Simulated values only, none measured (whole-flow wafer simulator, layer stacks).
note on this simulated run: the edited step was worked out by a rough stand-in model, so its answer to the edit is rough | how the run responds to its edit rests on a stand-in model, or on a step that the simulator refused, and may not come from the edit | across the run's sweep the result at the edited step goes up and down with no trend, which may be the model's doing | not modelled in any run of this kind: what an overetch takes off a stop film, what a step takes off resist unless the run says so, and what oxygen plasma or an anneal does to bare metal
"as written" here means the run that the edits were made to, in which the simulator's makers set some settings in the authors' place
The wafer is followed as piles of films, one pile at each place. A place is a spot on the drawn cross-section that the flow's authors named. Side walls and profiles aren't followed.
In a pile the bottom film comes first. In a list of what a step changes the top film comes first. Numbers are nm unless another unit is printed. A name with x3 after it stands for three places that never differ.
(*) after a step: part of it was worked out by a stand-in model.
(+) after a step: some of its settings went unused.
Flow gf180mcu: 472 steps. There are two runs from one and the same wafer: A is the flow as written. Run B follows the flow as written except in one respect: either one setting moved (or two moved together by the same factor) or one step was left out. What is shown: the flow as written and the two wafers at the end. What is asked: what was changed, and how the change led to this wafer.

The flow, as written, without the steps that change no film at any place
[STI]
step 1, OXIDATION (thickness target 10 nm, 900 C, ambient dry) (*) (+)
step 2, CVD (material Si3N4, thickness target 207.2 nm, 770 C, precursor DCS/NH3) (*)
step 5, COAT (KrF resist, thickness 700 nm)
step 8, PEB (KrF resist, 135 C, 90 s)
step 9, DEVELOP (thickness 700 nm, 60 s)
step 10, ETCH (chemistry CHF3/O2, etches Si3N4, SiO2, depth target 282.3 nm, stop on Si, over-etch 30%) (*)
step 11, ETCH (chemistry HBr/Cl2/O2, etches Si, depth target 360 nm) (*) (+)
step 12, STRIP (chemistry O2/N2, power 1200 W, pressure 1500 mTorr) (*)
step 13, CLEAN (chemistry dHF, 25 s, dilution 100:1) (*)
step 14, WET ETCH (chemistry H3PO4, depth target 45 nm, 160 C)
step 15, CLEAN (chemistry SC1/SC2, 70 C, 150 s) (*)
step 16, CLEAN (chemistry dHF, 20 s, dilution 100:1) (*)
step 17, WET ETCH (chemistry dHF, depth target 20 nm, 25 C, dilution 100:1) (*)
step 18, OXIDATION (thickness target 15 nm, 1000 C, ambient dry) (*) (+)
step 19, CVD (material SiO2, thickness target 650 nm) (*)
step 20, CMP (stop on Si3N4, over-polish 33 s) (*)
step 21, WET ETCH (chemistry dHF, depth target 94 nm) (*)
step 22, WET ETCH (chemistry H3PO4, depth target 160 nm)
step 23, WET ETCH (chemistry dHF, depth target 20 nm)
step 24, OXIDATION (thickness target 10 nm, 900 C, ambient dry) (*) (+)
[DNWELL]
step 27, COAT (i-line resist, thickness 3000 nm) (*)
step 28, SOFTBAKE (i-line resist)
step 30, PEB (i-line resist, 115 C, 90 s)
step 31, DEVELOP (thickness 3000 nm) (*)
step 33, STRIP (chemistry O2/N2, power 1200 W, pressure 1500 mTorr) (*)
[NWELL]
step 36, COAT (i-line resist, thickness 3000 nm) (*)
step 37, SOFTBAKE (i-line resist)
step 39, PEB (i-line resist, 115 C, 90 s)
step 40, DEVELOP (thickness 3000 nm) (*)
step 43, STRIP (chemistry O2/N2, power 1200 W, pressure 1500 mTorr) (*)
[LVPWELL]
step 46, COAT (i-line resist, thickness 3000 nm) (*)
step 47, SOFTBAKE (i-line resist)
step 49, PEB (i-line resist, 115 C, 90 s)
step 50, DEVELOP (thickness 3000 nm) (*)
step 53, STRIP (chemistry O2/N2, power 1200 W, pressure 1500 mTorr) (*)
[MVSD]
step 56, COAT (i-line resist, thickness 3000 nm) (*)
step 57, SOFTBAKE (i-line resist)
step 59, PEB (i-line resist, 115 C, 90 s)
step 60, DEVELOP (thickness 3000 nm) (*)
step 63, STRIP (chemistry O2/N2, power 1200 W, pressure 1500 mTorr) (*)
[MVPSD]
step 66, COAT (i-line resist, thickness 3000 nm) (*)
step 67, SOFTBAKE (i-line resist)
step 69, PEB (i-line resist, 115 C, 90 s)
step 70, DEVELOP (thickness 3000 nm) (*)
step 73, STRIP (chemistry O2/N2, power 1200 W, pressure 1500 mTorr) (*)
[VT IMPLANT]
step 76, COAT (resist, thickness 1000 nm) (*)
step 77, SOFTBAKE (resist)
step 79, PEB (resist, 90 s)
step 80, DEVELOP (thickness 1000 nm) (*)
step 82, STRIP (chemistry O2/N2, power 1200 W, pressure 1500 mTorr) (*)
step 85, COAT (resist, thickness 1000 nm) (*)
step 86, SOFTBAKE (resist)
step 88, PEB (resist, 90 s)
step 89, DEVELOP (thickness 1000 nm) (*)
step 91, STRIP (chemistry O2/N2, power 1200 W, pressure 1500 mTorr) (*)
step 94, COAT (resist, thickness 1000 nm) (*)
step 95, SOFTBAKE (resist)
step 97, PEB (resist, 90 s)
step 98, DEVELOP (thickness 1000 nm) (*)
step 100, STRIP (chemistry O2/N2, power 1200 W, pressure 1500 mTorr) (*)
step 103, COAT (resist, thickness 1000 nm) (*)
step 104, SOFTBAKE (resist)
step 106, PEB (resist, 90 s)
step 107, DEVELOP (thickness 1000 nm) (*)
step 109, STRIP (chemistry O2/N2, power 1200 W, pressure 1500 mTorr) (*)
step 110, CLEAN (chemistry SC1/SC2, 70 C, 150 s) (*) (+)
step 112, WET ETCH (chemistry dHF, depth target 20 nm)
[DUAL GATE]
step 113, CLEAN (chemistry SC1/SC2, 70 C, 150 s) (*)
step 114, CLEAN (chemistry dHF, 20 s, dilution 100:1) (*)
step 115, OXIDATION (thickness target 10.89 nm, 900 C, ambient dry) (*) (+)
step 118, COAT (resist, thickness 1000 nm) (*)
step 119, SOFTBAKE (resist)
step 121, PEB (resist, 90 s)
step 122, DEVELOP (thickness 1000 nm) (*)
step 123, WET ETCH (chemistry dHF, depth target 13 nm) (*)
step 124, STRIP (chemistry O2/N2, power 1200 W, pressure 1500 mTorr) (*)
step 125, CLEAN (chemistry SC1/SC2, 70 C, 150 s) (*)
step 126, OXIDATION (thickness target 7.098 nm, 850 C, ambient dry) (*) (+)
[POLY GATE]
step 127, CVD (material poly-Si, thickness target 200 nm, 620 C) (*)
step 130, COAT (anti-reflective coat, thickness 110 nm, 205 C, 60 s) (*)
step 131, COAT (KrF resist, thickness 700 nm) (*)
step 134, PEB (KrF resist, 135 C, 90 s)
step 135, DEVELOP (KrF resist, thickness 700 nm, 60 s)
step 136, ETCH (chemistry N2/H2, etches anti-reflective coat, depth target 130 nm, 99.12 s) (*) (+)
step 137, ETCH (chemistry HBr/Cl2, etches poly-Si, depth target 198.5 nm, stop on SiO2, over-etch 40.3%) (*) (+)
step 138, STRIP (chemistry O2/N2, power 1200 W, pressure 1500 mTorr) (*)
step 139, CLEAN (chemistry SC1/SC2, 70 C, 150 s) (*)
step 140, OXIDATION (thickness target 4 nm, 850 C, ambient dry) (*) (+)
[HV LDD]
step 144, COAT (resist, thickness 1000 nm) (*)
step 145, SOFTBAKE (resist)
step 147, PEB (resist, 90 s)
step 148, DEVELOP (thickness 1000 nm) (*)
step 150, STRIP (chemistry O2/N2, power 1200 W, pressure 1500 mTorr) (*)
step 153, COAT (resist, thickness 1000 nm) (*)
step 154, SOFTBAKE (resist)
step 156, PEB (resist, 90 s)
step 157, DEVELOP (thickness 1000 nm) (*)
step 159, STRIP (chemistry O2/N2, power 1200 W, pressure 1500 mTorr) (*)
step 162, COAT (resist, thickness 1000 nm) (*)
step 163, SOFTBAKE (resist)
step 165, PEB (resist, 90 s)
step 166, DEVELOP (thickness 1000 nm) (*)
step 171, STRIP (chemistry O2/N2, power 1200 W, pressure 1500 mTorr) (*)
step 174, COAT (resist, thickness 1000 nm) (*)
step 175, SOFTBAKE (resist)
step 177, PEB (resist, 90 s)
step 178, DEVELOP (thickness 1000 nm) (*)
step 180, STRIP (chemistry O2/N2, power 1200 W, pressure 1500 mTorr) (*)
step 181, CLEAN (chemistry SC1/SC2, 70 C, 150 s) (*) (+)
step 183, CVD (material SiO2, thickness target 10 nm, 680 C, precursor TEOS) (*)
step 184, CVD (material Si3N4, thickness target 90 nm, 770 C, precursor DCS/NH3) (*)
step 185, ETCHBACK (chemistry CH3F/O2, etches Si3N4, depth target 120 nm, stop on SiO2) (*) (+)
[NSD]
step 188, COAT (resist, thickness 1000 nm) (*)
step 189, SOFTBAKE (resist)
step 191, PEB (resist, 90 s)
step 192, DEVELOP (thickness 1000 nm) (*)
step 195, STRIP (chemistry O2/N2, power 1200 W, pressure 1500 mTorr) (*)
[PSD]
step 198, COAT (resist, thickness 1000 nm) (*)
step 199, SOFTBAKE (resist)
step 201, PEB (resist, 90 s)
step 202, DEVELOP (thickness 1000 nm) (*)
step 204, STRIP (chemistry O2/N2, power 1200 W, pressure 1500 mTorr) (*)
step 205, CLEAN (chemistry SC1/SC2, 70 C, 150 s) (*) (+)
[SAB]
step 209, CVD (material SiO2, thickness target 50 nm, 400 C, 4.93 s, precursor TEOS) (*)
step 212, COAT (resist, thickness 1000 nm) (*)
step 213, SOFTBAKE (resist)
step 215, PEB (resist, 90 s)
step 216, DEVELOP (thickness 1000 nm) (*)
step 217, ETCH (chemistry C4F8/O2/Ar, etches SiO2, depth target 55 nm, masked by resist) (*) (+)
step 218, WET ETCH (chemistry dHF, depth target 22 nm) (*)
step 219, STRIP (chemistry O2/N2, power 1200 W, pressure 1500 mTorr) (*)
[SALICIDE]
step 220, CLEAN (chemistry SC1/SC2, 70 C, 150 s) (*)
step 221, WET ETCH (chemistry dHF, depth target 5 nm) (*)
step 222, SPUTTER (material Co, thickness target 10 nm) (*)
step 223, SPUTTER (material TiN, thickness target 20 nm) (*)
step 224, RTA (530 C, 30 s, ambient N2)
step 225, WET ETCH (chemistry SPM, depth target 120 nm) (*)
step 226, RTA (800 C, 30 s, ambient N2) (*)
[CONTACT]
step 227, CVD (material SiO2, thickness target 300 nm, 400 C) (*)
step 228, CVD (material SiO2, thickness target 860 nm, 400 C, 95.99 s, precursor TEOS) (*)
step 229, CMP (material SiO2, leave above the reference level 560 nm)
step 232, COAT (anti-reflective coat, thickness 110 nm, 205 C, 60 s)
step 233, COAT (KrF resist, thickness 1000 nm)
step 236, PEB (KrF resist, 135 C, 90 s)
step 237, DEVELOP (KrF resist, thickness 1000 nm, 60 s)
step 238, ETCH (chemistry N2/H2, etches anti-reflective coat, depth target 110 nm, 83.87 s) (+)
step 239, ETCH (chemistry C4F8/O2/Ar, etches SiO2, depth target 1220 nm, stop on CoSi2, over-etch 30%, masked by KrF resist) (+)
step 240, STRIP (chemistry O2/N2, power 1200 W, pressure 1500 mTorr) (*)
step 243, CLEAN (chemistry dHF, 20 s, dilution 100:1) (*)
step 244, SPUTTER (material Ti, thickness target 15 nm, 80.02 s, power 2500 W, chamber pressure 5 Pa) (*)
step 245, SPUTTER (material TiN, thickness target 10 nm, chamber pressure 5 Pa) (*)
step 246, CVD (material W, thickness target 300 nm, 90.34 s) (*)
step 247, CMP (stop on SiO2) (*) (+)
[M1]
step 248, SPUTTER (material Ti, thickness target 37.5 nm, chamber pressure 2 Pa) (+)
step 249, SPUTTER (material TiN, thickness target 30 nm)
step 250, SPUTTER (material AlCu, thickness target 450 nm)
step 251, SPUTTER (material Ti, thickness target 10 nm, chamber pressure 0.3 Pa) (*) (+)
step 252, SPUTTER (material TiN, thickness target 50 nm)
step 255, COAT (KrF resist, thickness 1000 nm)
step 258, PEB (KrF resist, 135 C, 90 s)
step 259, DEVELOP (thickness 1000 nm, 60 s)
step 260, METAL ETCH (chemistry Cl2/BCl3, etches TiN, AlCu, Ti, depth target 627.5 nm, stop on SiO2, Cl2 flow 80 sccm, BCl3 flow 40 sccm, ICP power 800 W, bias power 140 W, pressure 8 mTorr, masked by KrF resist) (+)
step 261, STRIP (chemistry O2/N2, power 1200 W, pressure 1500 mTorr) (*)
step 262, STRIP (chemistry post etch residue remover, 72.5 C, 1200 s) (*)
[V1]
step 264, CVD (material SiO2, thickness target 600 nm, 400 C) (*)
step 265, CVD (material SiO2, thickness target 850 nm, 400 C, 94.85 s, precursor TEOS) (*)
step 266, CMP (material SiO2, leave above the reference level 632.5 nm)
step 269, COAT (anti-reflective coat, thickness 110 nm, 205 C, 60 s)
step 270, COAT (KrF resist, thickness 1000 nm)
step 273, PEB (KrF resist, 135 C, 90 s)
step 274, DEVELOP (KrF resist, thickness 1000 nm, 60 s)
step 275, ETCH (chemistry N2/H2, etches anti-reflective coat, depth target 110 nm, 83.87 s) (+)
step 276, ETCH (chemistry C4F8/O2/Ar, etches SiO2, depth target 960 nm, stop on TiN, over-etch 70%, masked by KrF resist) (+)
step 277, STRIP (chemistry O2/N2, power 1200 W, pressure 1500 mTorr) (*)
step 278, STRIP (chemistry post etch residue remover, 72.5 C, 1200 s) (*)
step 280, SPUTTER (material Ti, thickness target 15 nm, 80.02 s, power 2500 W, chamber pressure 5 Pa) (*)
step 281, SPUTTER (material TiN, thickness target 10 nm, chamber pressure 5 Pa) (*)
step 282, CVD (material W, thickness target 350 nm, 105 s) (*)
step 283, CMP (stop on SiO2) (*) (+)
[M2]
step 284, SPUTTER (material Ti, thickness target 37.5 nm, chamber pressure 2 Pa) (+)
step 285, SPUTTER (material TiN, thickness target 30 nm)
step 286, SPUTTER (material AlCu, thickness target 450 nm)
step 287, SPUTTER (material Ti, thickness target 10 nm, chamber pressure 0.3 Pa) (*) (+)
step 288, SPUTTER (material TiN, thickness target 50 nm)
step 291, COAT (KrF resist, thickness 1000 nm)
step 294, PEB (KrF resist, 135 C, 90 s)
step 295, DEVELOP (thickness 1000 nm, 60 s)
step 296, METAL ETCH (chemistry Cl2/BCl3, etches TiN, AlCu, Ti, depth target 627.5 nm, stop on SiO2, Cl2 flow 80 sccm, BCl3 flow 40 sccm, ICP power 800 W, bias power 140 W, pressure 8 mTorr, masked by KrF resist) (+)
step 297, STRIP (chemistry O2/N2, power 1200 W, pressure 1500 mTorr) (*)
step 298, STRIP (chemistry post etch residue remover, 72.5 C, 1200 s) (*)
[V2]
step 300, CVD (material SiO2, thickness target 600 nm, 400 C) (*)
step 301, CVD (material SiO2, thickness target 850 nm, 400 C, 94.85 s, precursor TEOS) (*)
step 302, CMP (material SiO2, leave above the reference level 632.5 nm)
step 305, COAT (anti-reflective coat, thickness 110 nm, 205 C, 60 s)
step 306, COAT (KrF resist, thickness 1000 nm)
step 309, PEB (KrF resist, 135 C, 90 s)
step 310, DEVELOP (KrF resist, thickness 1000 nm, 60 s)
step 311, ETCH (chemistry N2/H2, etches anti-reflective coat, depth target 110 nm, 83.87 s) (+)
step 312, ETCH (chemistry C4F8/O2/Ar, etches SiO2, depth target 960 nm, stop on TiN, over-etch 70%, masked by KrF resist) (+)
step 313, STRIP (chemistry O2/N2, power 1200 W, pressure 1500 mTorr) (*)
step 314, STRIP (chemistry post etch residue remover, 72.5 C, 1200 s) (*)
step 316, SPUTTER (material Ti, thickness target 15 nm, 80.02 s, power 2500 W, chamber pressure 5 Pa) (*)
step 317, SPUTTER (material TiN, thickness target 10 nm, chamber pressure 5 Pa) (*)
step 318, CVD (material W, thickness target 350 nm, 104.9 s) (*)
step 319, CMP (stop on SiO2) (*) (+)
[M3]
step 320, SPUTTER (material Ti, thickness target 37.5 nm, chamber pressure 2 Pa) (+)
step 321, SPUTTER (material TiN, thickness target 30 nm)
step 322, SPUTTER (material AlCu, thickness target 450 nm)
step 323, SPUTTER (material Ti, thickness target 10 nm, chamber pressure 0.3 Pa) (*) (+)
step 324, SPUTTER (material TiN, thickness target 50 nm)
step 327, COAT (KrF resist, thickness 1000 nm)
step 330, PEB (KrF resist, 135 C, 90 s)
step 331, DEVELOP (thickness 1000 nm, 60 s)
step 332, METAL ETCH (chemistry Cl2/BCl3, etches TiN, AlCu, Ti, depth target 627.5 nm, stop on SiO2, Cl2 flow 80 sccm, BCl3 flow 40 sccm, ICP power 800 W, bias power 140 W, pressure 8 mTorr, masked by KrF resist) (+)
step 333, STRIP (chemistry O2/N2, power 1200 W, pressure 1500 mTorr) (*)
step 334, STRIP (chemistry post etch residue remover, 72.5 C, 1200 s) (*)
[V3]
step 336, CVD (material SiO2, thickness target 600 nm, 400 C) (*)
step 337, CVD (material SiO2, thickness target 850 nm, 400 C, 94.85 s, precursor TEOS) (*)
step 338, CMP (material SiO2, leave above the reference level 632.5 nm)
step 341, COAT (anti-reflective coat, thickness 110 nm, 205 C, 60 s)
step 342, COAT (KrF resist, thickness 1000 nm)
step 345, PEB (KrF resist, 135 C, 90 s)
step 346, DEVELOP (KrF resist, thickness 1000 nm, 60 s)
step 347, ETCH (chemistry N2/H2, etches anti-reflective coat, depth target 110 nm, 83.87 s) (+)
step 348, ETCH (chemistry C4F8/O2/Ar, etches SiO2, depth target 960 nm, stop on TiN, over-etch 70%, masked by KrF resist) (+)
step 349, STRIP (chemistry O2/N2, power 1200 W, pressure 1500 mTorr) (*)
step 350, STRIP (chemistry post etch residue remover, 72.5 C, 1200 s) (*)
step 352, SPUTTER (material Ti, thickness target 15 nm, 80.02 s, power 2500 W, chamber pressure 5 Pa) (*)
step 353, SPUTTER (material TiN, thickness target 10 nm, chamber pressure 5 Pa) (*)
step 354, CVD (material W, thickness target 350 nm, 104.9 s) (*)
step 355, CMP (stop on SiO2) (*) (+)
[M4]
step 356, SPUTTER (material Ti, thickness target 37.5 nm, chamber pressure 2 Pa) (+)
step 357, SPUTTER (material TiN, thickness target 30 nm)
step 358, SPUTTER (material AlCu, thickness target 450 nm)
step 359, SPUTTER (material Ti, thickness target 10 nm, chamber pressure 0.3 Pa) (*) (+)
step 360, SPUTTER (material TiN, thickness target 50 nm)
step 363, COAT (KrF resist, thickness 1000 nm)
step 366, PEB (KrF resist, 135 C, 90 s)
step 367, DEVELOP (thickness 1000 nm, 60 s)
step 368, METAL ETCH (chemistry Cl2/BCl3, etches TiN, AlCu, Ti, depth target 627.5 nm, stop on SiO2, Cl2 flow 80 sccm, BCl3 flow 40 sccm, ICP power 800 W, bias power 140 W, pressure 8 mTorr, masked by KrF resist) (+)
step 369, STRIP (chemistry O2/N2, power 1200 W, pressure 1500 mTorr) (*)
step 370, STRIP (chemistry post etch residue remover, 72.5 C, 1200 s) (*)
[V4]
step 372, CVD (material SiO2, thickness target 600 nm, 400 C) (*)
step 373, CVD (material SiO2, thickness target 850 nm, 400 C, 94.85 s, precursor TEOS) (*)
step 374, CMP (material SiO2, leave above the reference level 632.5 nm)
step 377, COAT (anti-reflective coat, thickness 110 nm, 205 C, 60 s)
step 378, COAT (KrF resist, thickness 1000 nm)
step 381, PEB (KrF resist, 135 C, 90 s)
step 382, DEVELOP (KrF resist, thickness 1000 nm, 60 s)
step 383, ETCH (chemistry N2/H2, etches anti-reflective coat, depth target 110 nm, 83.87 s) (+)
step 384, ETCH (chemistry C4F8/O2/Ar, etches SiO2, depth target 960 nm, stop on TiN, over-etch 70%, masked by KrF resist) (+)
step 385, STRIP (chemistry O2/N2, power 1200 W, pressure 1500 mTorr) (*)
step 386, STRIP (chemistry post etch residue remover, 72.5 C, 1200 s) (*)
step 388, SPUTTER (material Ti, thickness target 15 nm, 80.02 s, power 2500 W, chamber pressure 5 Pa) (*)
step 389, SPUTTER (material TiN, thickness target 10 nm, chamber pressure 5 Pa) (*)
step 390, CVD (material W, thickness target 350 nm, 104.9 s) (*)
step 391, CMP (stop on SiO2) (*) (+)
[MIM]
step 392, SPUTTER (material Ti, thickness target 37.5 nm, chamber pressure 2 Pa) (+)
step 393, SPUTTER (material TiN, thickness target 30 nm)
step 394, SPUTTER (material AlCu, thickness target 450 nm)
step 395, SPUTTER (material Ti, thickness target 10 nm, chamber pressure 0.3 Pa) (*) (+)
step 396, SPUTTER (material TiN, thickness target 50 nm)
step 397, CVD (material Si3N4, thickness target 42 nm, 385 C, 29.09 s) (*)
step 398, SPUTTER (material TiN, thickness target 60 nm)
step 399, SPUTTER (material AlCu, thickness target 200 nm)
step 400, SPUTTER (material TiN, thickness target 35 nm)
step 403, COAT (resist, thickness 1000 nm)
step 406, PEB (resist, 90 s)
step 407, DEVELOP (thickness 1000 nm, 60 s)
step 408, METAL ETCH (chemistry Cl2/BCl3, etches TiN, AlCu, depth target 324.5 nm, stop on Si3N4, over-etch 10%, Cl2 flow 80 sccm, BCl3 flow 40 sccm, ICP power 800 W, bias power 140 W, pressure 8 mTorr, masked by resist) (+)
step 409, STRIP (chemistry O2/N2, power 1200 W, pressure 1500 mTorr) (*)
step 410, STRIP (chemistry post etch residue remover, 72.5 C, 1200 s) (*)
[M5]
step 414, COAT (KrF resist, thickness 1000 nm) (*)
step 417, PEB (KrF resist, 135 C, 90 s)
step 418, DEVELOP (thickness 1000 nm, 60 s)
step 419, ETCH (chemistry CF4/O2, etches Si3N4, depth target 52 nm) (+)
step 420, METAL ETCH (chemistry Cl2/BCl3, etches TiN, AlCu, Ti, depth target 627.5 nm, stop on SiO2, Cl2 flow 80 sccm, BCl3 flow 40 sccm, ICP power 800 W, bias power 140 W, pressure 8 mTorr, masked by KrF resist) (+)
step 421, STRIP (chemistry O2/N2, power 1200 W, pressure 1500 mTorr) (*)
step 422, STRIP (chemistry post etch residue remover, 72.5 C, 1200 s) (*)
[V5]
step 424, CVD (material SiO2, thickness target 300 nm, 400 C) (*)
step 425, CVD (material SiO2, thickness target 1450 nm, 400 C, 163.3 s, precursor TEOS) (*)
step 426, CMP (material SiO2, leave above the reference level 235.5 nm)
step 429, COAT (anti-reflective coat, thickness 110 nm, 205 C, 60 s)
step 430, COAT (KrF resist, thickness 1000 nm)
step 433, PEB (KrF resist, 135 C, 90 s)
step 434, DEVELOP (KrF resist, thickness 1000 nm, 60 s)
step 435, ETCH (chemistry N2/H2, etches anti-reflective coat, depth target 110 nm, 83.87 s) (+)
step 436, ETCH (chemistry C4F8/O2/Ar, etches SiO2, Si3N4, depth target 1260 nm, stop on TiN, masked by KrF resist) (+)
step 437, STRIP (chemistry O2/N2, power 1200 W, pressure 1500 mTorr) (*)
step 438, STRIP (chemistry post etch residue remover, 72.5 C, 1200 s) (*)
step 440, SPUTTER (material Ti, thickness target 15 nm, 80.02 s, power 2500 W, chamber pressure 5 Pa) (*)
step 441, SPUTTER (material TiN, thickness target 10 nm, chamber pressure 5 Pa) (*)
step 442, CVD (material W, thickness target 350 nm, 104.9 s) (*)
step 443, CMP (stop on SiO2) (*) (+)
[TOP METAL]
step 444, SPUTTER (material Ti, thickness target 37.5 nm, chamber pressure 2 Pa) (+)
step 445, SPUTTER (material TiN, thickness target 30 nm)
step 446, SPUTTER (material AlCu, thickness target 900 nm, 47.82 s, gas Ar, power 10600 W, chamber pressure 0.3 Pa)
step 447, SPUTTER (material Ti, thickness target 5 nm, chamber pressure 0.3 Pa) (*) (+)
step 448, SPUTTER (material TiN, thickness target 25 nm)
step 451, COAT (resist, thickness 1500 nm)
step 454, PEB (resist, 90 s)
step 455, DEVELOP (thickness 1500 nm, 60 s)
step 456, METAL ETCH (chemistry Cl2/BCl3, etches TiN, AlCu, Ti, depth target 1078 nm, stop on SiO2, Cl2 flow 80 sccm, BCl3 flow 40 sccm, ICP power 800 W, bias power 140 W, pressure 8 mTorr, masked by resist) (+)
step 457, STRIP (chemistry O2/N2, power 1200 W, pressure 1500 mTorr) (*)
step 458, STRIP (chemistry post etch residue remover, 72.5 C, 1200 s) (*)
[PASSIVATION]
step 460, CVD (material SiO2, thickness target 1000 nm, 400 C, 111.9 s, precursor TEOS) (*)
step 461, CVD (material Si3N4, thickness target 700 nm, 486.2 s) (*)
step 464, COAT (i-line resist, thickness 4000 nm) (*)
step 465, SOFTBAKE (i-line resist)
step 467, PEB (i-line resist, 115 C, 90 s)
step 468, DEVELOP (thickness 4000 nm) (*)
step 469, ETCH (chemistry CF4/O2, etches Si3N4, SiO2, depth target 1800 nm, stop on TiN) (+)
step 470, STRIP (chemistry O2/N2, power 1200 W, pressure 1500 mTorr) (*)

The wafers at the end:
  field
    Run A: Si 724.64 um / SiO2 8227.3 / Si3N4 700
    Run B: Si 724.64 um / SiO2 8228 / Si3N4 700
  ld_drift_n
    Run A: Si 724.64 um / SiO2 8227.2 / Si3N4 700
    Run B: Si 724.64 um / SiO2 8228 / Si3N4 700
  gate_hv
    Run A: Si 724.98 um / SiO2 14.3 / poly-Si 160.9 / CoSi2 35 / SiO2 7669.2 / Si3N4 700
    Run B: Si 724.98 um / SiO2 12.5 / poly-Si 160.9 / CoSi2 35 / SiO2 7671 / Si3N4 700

What caused this: step 126, OXIDATION: thickness target 4.969 nm was run, whereas the flow has thickness target 7.098 nm.

The path from the change to this, step by step:
  step 126, OXIDATION (thickness target 7.098 nm, 850 C, ambient dry) (*) (+)
      gate_hv, active_hv, active_nat and 25 more: A +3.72 SiO2, -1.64 Si | B +1.93 SiO2, -0.85 Si
      active, n_well, p_well and 12 more: A +7.1 SiO2 (new film), -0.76 chemical SiO2 (all of it), -2.79 Si | B +4.97 SiO2 (new film), -0.76 chemical SiO2 (all of it), -1.85 Si
  step 189, SOFTBAKE (resist)
      field__w9: A +1.85 resist | B -1.04 resist
      active_hv: A +0.78 resist | B +0.19 resist
      (also at 1 further place)
  step 199, SOFTBAKE (resist)
      field__w9: A +1.85 resist | B -1.04 resist
      active_hv: A +0.78 resist | B +0.19 resist
      (also at 1 further place)
  step 218, WET ETCH (chemistry dHF, depth target 22 nm) (*)
      active, p_well, sd_n, iso_ptap_pw, iso_ntap_nw, iso_ptap_sub, vpnp_e: A -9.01 SiO2 (all of it) | B -7.08 SiO2 (all of it)
      ldn_tap, ldn_src, ldn_drn, ldp_tap, ldp_src, ldp_drn, ldp_gr: A -16 SiO2 (all of it) | B -14.3 SiO2 (all of it)
      (also at 9 further places)
  step 223, SPUTTER (material TiN, thickness target 20 nm) (*)
      field__w12: A +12 TiN (new film) | B +12.6 TiN (new film)
  step 225, WET ETCH (chemistry SPM, depth target 120 nm) (*)
      field__w12: A -12 TiN (all of it), -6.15 Co (all of it) | B -12.6 TiN (all of it), -6.15 Co (all of it)
